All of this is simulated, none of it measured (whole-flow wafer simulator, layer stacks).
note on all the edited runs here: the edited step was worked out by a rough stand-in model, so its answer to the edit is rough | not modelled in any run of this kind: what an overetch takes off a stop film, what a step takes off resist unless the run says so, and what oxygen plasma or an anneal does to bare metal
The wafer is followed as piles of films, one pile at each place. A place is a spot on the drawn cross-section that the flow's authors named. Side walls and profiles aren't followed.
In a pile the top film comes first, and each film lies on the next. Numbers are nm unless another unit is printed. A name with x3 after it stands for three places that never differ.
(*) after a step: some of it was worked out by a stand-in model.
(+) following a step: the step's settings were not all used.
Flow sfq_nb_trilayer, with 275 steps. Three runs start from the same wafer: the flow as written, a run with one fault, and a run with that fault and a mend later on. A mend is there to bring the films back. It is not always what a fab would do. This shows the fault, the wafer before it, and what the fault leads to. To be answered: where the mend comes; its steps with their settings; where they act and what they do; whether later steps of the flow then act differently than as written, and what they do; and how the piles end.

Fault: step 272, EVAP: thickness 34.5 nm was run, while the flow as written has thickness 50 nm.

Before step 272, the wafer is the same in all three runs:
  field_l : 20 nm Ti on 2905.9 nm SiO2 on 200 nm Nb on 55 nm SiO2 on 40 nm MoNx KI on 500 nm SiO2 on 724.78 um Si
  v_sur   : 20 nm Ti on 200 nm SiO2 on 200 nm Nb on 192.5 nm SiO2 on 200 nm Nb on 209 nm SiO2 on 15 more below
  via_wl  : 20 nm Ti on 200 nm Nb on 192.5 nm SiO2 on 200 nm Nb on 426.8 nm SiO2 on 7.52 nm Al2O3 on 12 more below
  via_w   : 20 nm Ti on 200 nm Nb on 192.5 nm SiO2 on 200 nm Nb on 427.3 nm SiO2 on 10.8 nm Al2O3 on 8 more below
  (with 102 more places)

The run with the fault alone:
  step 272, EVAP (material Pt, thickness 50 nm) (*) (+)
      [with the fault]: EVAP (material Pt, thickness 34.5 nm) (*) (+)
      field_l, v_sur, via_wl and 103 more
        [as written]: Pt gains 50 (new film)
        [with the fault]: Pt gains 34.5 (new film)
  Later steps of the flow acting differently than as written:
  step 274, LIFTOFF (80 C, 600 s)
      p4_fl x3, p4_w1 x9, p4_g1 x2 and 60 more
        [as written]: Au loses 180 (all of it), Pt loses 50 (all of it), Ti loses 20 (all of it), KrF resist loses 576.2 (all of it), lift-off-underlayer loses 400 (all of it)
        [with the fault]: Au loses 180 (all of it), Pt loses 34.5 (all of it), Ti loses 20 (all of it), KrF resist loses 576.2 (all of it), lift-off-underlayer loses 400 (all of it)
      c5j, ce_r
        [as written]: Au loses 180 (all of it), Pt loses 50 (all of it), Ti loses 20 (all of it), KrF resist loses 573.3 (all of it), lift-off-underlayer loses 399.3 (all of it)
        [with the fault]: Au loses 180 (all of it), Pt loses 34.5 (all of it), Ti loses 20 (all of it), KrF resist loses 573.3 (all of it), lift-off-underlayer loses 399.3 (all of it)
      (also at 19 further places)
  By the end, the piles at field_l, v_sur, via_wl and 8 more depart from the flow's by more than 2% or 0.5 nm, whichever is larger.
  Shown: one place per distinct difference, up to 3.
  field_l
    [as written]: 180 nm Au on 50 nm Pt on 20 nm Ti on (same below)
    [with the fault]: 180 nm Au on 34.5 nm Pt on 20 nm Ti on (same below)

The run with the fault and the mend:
  The mend stands after step 272.
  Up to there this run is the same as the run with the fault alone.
  step 272a, EVAP (material Pt, thickness 15.5 nm) (*) (+) (the flow's step 272 again, with other settings)
      field_l, v_sur, via_wl and 103 more
        Pt gains 15.5
  Later steps of the flow that are run all act as written at every place that is followed.
  The piles end the same as the flow's at every place that both follow.
